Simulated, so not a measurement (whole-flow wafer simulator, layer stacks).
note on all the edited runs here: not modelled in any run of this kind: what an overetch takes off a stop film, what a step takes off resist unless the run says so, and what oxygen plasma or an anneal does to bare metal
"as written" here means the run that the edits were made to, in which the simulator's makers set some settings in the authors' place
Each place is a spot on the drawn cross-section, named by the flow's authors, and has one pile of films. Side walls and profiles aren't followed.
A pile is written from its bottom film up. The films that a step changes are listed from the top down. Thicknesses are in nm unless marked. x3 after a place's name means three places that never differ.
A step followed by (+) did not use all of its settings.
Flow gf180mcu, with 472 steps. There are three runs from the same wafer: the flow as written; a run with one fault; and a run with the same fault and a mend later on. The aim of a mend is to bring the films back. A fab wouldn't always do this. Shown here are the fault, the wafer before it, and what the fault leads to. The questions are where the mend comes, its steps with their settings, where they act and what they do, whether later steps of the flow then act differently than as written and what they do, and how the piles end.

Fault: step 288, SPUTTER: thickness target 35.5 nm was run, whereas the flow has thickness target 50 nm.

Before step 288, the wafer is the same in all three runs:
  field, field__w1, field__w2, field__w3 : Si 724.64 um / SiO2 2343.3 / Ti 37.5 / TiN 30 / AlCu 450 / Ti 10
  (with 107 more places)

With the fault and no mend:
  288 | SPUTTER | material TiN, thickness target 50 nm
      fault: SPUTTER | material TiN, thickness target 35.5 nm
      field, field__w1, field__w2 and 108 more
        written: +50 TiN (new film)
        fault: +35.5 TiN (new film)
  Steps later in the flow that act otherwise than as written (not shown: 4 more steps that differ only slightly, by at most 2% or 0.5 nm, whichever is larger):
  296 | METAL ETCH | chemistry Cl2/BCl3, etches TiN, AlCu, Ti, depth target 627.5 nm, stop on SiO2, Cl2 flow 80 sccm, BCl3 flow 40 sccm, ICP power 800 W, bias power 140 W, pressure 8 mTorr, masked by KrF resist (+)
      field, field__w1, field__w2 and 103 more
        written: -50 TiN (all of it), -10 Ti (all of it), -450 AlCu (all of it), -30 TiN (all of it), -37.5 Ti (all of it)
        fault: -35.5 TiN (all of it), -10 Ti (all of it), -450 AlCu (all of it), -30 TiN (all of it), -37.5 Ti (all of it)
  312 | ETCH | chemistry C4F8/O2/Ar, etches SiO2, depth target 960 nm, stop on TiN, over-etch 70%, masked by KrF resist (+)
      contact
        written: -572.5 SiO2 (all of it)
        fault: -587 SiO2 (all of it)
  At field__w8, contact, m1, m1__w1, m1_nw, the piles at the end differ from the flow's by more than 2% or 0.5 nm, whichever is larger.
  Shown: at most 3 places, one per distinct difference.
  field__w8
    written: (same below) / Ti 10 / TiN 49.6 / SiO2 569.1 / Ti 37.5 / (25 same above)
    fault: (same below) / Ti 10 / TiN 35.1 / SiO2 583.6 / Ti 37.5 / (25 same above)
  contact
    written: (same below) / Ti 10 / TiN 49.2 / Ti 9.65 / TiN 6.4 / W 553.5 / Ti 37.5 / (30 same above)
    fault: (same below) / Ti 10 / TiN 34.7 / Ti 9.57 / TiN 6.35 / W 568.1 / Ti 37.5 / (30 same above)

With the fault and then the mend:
  The mend stands after step 288.
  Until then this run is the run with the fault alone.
  288a | SPUTTER | material TiN, thickness target 14.5 nm (a further turn of the flow's step 288, with different settings)
      field, field__w1, field__w2 and 108 more
        +14.5 TiN
  Later steps of the flow that are run all act as written at every place that is followed.
  By the end, the piles equal the flow's at every place that both follow.
